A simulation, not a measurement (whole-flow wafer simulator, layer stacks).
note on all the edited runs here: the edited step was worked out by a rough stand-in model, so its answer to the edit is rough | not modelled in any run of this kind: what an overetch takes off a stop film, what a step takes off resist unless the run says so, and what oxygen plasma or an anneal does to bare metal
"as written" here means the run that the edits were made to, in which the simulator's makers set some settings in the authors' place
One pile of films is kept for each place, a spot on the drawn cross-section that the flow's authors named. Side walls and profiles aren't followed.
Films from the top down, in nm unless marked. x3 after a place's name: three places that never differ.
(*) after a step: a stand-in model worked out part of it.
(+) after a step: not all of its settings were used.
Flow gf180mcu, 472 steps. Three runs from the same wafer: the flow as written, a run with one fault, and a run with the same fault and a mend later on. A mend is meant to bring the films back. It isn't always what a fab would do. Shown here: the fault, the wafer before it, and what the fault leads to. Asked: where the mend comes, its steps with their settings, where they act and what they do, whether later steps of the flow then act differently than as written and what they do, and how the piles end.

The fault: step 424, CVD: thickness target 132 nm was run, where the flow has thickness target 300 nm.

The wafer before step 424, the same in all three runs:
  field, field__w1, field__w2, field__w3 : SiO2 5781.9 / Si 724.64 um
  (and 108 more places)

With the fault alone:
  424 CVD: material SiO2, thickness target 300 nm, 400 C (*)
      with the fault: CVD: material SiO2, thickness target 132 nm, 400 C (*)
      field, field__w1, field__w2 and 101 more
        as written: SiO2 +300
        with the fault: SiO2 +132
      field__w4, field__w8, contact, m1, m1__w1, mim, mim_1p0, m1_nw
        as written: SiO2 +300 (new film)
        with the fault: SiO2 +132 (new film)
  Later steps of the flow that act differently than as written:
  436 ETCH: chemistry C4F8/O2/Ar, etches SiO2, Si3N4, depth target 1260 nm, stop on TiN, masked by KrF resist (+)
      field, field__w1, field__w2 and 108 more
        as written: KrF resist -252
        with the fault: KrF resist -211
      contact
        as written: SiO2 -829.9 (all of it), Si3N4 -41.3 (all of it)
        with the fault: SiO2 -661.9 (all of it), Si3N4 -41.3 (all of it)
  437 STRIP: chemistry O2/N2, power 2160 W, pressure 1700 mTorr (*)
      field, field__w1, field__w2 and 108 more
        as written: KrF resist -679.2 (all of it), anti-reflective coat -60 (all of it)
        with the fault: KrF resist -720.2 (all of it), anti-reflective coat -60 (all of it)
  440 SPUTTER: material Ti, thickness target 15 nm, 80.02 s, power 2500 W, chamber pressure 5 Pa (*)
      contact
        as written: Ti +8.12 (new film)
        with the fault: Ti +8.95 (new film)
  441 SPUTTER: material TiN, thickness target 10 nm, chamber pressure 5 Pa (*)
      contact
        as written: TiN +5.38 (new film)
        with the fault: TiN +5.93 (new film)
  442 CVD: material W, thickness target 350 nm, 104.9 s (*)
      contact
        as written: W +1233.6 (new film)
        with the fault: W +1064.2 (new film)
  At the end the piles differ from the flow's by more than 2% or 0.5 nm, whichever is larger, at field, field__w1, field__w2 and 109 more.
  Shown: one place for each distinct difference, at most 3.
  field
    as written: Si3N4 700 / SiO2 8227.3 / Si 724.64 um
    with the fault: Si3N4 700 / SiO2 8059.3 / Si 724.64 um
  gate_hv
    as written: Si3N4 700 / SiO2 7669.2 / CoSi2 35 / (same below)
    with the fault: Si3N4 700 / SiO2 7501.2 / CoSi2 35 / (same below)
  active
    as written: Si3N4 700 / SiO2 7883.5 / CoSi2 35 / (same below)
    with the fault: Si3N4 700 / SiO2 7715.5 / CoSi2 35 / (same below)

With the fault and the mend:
  The mend comes after step 424.
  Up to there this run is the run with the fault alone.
  424a CVD: material SiO2, thickness target 168 nm, 400 C (*) (the flow's step 424 once more, with other settings)
      field, field__w1, field__w2 and 109 more
        SiO2 +168
  No later step of the flow acts differently than as written at any place that is followed.
  At the end the piles are the same as the flow's at every place that both follow.
